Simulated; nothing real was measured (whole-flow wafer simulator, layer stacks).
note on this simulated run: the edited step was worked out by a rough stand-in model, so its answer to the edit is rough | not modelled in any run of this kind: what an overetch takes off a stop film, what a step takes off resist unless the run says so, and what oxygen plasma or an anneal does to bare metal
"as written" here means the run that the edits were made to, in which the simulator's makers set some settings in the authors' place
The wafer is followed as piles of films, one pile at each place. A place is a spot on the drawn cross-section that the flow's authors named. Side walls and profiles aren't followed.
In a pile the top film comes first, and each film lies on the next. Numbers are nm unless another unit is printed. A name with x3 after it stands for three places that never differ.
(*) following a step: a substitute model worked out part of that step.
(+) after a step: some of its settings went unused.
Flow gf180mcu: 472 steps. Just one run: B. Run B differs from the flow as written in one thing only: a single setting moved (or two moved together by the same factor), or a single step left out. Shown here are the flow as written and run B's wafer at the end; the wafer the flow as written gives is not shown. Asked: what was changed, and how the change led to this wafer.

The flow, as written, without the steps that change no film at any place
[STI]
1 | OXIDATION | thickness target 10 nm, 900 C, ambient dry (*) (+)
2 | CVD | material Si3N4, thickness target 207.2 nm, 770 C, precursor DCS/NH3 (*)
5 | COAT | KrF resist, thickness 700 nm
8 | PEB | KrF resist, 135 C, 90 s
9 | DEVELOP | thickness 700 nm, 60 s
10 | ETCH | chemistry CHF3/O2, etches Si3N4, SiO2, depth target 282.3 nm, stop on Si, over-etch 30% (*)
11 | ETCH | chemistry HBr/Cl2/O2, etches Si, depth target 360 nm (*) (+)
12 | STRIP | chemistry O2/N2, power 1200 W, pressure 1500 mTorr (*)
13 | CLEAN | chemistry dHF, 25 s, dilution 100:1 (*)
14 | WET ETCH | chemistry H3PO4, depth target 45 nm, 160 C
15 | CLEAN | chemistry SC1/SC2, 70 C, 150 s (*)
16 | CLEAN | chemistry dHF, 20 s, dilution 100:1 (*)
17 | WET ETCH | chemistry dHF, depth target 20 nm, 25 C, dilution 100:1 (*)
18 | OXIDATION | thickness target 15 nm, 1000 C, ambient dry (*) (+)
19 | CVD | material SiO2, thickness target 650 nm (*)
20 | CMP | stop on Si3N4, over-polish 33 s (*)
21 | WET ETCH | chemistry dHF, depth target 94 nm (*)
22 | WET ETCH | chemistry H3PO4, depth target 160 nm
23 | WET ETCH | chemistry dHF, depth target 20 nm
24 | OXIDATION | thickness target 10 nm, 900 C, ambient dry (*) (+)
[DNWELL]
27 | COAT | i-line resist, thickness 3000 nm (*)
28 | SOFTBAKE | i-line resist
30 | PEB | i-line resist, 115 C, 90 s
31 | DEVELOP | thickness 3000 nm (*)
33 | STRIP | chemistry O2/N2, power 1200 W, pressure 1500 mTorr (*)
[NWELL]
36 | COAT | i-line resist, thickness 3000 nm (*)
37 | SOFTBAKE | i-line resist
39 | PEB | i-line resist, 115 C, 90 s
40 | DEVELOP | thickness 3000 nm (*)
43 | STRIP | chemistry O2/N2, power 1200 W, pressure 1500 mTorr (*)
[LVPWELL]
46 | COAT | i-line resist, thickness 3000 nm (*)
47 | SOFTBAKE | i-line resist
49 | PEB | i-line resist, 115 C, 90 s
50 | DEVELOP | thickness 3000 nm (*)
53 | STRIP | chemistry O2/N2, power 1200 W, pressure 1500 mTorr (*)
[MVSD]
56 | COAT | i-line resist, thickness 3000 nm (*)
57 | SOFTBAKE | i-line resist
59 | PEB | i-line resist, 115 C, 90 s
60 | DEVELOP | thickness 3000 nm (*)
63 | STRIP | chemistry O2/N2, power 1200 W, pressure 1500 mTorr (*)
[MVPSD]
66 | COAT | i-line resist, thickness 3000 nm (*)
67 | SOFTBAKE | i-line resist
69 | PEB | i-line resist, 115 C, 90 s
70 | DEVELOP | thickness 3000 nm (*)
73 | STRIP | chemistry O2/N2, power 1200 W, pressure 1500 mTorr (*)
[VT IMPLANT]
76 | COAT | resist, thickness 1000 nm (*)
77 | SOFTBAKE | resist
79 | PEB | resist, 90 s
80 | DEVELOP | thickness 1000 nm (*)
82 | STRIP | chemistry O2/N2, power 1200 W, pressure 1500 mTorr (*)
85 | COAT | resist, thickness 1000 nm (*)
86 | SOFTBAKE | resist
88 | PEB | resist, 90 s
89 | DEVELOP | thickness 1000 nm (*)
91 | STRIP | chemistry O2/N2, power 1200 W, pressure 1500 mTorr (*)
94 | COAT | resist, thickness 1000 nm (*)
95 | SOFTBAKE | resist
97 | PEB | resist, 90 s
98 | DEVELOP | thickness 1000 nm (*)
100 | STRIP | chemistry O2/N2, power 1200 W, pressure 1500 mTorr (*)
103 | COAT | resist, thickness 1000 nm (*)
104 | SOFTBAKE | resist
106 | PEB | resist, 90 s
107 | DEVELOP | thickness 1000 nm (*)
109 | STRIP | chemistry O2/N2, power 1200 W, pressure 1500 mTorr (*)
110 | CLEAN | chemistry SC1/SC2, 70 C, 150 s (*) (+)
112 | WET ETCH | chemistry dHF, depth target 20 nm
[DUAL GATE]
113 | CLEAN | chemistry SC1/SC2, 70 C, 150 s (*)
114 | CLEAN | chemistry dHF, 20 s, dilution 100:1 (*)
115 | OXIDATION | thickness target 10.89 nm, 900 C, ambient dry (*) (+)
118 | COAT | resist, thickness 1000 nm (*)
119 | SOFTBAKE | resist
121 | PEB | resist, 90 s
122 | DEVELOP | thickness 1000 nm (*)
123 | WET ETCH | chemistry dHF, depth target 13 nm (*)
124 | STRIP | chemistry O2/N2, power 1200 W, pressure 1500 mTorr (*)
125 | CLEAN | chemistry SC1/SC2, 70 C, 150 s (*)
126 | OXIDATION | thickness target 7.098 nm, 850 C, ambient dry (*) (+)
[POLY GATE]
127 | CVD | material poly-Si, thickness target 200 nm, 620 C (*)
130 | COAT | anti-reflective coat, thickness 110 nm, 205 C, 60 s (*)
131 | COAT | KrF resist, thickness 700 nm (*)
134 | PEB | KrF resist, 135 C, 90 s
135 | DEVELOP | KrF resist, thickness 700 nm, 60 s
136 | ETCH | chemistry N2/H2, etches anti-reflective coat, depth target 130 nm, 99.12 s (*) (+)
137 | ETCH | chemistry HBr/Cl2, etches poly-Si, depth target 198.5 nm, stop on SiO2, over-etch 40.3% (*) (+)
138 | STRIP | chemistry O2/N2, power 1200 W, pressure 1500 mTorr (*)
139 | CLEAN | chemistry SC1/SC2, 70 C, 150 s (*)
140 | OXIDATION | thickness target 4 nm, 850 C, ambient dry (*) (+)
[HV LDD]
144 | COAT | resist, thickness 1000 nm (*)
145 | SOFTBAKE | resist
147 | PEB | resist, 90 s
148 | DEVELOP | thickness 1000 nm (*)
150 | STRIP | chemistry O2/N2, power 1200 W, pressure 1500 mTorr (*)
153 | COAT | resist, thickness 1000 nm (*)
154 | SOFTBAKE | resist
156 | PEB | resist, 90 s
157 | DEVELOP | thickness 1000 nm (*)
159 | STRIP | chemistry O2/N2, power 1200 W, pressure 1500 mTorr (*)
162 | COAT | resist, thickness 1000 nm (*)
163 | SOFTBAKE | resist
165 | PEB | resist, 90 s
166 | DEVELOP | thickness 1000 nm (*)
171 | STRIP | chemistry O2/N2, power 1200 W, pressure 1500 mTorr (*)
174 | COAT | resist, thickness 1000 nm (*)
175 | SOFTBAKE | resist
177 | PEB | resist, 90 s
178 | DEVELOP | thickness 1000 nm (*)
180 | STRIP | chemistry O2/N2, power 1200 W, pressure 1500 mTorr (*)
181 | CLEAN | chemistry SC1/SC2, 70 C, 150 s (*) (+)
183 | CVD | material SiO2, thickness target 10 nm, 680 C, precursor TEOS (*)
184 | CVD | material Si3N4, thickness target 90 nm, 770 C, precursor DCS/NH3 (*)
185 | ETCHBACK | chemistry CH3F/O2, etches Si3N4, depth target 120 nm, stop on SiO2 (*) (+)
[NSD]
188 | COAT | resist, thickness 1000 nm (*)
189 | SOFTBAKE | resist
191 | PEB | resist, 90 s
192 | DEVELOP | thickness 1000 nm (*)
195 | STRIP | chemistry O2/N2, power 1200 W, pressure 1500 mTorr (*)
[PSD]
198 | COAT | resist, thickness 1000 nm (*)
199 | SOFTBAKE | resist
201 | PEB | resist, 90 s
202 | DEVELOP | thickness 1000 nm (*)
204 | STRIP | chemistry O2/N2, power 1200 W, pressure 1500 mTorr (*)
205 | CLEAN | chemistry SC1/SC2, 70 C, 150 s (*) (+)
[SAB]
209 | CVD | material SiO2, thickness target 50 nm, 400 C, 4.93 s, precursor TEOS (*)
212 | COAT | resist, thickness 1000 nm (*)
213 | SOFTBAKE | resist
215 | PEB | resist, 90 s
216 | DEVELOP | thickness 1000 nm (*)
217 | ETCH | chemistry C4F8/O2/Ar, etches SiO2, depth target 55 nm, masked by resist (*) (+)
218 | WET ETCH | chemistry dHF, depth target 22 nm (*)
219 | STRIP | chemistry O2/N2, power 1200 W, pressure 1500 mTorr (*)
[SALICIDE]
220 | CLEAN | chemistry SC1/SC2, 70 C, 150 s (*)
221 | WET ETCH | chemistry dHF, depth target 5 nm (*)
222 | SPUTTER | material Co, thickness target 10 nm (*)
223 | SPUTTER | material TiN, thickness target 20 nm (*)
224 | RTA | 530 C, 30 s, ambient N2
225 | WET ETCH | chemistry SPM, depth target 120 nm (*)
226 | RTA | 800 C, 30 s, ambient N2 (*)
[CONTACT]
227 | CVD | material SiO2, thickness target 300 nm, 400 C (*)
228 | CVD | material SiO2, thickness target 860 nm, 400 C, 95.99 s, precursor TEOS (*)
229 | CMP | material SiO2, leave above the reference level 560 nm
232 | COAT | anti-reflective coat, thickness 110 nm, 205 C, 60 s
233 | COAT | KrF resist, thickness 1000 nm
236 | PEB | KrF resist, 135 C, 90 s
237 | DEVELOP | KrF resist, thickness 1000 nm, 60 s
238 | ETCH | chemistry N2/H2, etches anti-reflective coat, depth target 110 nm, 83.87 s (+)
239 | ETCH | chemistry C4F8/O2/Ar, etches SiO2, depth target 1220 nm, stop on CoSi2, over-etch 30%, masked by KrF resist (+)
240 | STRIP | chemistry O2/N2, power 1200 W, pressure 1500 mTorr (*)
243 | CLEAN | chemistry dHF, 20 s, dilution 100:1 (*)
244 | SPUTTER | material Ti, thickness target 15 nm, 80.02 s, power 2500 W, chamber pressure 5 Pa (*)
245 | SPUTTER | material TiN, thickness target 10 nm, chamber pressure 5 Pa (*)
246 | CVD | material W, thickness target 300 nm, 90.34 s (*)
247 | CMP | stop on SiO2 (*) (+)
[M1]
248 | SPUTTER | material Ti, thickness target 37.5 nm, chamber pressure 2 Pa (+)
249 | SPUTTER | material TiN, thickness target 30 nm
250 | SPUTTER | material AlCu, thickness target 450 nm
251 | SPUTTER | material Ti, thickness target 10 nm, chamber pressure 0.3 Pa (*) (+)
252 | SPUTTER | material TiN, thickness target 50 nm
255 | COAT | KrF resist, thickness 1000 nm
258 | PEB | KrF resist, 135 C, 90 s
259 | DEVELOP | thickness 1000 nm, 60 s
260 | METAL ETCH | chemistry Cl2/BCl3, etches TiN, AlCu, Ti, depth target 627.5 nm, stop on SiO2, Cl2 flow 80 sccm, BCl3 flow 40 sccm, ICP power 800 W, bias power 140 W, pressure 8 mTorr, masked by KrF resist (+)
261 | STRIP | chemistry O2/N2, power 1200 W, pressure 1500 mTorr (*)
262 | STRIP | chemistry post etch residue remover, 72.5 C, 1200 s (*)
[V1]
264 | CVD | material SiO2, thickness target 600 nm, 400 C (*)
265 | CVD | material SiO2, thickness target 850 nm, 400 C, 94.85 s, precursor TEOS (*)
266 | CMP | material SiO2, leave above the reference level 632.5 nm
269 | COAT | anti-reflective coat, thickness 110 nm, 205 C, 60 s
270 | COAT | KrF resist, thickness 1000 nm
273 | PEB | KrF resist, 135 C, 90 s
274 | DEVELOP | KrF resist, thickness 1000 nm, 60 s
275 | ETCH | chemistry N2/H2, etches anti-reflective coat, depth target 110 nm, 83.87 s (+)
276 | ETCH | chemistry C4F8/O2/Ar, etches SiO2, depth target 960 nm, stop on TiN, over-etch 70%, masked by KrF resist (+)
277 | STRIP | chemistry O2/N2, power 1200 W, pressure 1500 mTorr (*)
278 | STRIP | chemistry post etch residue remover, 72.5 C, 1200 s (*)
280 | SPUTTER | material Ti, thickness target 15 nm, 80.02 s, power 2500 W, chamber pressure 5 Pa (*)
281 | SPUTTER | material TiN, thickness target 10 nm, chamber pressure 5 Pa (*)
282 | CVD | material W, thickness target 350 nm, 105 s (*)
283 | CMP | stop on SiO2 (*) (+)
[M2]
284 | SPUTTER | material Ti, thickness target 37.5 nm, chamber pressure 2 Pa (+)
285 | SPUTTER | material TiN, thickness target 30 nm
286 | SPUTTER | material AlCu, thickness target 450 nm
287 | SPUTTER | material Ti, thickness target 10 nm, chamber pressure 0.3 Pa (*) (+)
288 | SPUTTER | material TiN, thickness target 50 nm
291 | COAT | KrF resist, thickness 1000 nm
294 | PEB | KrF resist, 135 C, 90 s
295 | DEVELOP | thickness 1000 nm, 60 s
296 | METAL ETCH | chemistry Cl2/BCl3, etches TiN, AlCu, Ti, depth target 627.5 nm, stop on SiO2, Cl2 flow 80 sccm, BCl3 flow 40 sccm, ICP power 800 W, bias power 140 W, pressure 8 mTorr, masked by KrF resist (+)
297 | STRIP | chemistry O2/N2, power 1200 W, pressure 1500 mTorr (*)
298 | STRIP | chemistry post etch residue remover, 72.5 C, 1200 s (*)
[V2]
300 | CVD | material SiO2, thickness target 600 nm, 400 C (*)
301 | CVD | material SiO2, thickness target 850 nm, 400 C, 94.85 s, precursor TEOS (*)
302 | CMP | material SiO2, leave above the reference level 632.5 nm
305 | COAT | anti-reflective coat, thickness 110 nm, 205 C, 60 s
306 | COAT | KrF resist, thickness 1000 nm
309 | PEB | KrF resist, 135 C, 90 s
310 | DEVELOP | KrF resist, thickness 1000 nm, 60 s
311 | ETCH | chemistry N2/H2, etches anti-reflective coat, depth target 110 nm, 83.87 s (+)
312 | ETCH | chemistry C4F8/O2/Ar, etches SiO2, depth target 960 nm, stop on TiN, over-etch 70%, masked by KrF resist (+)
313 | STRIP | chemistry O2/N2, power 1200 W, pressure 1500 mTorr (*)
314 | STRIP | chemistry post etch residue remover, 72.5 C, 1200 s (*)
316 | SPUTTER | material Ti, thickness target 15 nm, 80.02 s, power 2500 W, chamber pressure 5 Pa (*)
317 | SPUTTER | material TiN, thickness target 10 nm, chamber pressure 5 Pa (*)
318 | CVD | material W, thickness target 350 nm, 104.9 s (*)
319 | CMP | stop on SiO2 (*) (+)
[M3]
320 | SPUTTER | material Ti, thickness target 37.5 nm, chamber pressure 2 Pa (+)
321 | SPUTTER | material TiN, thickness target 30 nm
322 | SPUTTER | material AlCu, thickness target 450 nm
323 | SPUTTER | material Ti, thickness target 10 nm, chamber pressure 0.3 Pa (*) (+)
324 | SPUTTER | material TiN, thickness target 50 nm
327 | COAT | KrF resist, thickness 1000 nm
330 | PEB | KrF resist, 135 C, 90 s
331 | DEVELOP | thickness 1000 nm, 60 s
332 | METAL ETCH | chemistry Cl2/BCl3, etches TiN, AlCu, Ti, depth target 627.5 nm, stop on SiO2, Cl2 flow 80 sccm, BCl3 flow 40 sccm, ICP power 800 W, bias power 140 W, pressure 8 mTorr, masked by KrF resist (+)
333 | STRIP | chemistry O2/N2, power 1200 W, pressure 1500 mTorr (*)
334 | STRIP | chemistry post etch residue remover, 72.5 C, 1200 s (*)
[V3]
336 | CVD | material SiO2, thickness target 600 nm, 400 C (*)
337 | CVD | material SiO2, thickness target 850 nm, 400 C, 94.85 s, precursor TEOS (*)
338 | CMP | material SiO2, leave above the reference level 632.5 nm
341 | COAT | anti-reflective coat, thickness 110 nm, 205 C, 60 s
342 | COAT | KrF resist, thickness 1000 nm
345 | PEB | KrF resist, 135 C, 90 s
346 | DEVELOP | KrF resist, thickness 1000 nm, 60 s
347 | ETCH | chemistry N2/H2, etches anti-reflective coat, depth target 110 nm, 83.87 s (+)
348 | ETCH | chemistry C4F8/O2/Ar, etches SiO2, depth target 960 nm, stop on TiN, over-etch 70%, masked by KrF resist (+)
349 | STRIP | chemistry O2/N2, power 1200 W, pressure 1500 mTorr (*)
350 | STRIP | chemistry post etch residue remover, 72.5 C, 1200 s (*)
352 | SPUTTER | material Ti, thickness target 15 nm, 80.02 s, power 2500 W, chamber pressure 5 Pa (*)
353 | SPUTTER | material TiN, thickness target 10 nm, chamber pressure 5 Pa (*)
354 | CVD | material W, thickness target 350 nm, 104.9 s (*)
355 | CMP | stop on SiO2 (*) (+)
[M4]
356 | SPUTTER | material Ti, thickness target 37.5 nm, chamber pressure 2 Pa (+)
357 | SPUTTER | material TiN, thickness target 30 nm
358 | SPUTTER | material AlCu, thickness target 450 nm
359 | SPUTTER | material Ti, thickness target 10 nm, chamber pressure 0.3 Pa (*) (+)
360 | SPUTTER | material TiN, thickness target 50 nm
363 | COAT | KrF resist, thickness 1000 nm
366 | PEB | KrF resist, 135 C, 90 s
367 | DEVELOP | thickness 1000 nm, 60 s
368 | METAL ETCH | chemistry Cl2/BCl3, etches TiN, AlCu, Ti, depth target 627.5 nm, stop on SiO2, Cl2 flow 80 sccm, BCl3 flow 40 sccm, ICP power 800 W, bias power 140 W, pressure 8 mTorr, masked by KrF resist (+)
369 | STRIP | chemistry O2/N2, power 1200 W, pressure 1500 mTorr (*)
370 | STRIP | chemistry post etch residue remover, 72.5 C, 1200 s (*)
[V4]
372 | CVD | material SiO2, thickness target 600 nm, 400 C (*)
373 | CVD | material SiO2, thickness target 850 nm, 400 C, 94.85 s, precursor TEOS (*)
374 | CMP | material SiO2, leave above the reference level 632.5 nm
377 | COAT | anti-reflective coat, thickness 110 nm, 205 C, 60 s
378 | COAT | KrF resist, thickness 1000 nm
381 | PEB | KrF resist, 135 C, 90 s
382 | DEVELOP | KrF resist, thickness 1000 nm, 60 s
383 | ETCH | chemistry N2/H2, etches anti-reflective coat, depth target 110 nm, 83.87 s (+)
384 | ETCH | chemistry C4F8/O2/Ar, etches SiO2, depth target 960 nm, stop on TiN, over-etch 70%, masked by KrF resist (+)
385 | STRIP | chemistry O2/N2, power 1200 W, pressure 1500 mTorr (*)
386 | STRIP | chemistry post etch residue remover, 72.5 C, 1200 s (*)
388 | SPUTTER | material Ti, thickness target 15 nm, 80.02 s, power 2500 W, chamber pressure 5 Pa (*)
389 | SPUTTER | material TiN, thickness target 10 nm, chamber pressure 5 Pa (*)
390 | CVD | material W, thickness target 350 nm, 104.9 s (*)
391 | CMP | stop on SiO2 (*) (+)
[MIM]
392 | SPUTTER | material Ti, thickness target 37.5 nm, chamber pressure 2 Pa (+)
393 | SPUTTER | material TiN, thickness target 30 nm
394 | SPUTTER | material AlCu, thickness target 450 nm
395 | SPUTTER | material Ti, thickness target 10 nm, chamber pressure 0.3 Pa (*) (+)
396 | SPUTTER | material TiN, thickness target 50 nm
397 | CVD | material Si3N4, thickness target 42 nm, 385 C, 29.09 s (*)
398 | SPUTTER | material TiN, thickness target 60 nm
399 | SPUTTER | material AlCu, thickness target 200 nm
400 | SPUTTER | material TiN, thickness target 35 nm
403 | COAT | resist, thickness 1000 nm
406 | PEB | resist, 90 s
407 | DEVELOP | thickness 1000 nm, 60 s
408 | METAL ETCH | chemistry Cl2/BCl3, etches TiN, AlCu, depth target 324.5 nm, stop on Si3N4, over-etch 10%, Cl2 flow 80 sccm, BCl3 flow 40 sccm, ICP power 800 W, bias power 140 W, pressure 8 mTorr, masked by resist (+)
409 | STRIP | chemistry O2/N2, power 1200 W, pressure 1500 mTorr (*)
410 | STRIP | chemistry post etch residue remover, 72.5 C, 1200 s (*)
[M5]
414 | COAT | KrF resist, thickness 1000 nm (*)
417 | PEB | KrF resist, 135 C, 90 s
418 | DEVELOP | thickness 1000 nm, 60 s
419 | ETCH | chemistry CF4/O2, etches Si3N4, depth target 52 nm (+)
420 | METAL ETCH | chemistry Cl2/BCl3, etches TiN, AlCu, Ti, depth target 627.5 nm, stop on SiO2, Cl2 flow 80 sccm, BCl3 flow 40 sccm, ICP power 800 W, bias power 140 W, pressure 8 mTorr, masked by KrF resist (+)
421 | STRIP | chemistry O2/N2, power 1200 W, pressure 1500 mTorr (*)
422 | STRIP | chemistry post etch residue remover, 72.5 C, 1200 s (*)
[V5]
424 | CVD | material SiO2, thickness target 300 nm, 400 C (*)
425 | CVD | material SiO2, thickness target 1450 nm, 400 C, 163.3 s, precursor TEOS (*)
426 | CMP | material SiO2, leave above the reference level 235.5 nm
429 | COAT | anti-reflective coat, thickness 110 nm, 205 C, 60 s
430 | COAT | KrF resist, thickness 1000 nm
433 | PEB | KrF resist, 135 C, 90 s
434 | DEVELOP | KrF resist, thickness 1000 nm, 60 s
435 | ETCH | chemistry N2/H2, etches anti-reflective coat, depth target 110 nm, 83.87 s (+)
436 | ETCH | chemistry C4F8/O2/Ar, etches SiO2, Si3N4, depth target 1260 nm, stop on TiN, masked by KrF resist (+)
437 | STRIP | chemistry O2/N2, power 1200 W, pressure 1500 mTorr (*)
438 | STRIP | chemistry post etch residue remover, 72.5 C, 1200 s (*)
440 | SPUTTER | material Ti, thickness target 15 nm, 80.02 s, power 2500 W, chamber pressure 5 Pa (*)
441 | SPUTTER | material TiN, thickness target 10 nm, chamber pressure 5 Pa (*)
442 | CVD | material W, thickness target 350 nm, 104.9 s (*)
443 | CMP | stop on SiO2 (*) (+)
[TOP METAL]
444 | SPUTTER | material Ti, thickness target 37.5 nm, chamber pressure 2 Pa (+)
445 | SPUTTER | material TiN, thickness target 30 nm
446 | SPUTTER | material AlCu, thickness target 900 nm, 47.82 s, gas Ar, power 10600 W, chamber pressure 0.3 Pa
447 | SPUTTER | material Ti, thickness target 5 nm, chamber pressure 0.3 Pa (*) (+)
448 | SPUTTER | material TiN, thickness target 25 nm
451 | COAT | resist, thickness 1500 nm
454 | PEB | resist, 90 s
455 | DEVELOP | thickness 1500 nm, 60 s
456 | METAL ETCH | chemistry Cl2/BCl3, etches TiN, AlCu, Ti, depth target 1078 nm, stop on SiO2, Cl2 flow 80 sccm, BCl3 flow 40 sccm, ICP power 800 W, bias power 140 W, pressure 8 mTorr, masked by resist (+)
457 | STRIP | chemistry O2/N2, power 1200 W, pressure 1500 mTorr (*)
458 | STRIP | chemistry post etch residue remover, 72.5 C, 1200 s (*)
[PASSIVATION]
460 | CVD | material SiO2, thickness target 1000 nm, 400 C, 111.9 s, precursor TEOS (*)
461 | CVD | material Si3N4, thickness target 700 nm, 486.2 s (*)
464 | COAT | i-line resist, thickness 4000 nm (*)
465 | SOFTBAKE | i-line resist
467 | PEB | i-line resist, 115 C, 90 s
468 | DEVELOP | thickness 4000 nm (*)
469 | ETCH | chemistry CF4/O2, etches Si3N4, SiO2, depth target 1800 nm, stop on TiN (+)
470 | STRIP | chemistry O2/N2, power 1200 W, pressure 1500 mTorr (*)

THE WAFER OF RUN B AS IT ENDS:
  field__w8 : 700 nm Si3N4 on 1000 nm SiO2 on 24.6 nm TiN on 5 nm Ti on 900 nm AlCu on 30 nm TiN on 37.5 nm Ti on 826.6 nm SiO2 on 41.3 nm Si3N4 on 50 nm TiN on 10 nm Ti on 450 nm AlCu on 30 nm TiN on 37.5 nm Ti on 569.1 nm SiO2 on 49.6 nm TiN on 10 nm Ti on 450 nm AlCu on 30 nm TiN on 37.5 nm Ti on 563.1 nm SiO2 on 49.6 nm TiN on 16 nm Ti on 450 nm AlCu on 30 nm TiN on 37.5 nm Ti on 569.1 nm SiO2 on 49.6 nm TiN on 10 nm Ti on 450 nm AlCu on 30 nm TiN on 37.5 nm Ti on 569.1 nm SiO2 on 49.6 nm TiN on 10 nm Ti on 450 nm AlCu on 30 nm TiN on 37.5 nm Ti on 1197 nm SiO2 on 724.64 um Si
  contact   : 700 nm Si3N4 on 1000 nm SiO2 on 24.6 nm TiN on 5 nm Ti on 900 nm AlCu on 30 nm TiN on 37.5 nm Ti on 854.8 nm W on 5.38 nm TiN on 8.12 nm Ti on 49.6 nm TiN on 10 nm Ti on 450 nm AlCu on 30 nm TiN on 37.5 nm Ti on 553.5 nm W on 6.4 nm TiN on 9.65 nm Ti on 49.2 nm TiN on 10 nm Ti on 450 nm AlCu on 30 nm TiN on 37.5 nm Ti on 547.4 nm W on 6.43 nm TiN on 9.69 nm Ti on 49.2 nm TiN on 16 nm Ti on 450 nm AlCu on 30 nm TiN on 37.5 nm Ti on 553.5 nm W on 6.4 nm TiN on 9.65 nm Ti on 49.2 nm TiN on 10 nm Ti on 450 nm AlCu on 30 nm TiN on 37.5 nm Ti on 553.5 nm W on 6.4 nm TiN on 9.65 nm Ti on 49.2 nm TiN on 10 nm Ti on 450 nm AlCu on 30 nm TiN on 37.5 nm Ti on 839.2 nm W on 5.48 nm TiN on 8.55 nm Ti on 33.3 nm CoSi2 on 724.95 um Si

Cause: step 323, SPUTTER: thickness target 16 nm was run, though the flow has thickness target 10 nm.
The wafer itself shows it: field__w8 has Ti 16, and step 323 as written asks for 10 nm.

Step by step, how the change led to this:
  323 | SPUTTER | material Ti, thickness target 10 nm, chamber pressure 0.3 Pa (*) (+)
      field, field__w1, field__w2 and 108 more: Ti gains 16 (new film) (as written it would have been: Ti gains 10 (new film))
  332 | METAL ETCH | chemistry Cl2/BCl3, etches TiN, AlCu, Ti, depth target 627.5 nm, stop on SiO2, Cl2 flow 80 sccm, BCl3 flow 40 sccm, ICP power 800 W, bias power 140 W, pressure 8 mTorr, masked by KrF resist (+)
      field, field__w1, field__w2 and 103 more: TiN loses 50 (all of it), Ti loses 16 (all of it), AlCu loses 450 (all of it), TiN loses 30 (all of it), Ti loses 37.5 (all of it) (as written it would have been: TiN loses 50 (all of it), Ti loses 10 (all of it), AlCu loses 450 (all of it), TiN loses 30 (all of it), Ti loses 37.5 (all of it))
